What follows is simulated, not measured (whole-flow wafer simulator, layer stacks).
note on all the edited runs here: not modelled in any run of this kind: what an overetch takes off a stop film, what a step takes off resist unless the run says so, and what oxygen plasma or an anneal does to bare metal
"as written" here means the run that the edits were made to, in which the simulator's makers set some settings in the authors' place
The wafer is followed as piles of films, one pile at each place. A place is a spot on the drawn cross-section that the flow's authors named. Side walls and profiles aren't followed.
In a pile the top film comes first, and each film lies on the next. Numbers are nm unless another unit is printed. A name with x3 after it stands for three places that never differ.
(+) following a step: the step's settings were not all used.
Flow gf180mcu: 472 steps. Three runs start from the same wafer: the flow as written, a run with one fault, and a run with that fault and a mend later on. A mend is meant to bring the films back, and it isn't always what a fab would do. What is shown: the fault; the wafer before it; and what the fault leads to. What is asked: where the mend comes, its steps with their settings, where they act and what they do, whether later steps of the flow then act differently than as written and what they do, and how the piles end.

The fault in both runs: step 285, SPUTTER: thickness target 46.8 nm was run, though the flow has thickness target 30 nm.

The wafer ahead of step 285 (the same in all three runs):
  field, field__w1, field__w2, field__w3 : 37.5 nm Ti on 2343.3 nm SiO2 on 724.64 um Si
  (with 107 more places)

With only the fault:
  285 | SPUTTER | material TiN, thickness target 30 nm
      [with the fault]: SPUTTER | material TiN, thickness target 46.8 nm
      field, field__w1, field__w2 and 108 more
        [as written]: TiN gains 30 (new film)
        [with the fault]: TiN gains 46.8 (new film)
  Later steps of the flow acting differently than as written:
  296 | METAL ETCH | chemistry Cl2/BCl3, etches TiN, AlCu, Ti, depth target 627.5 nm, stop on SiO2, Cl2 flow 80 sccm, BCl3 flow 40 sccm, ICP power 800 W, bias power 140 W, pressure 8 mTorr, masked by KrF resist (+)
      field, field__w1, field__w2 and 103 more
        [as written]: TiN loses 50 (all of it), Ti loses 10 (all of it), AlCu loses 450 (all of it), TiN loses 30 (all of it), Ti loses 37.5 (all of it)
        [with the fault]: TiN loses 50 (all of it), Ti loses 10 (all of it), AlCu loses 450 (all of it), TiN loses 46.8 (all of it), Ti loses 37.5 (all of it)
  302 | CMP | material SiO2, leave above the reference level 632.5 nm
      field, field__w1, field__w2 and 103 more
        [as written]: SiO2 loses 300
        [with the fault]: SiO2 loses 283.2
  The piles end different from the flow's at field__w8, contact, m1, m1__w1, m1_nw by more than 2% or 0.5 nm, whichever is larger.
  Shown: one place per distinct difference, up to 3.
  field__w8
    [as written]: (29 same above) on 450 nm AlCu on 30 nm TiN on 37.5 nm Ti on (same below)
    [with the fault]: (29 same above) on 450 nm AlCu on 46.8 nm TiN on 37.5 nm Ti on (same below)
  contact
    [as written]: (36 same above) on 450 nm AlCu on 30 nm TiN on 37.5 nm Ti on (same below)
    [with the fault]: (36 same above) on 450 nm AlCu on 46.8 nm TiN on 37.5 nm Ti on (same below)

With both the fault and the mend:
  The mend follows step 285.
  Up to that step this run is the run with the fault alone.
  285a | METAL ETCH | chemistry Cl2/BCl3, etches TiN, AlCu, Ti, depth target 16.8 nm, Cl2 flow 80 sccm, BCl3 flow 40 sccm, ICP power 800 W, bias power 140 W, pressure 8 mTorr (a further turn of the flow's step 260, with different settings)
      field, field__w1, field__w2 and 108 more
        TiN loses 16.8
  Later steps of the flow that are run all act as written at every place that is followed.
  At every place that both follow, the piles at the end match the flow's.
